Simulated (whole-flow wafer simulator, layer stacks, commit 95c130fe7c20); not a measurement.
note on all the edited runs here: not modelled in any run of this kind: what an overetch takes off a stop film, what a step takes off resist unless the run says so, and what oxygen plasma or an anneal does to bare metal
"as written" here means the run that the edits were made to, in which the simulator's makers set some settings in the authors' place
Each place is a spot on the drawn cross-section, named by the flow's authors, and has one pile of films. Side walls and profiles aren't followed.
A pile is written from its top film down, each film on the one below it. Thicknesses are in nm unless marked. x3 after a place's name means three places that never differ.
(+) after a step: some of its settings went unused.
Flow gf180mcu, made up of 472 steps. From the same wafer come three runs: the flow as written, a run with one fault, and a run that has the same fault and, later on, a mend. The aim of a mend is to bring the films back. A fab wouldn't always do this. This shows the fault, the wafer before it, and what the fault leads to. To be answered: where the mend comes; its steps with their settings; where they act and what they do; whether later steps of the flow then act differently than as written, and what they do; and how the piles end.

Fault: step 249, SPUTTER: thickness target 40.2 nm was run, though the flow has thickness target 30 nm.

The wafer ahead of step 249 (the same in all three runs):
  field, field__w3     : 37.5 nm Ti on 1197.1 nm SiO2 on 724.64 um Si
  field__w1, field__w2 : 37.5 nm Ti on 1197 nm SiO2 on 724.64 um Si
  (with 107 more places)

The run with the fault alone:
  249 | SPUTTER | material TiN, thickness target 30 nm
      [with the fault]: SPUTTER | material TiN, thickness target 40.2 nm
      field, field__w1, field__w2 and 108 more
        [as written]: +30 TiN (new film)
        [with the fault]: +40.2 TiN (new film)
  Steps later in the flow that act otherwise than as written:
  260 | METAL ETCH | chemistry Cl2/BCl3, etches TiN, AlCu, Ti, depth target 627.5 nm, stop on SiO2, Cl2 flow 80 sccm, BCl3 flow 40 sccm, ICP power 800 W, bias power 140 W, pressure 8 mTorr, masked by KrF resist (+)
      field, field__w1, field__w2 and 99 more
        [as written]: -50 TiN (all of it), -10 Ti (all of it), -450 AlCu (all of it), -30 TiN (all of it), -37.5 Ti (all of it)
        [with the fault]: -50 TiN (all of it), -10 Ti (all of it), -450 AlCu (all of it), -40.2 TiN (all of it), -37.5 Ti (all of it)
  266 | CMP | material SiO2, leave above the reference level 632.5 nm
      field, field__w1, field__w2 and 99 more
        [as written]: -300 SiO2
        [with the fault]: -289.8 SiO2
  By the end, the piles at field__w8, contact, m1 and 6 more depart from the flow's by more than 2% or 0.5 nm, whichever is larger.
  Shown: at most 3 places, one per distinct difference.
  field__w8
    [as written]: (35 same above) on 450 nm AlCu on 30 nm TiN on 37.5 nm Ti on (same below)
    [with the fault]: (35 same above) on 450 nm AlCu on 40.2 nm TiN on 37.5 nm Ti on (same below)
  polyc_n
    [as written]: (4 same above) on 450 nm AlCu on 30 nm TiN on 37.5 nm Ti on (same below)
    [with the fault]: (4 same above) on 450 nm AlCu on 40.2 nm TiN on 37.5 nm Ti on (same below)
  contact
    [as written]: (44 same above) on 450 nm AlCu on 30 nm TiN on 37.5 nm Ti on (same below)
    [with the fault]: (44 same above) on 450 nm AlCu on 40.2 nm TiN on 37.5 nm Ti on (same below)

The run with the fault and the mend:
  The mend follows step 249.
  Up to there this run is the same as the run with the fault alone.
  249a | METAL ETCH | chemistry Cl2/BCl3, etches TiN, AlCu, Ti, depth target 10.2 nm, Cl2 flow 80 sccm, BCl3 flow 40 sccm, ICP power 800 W, bias power 140 W, pressure 8 mTorr
      field, field__w1, field__w2 and 108 more
        -10.2 TiN
  Every later step of the flow that is run acts as written at every place that is followed.
  By the end, the piles equal the flow's at every place that both follow.
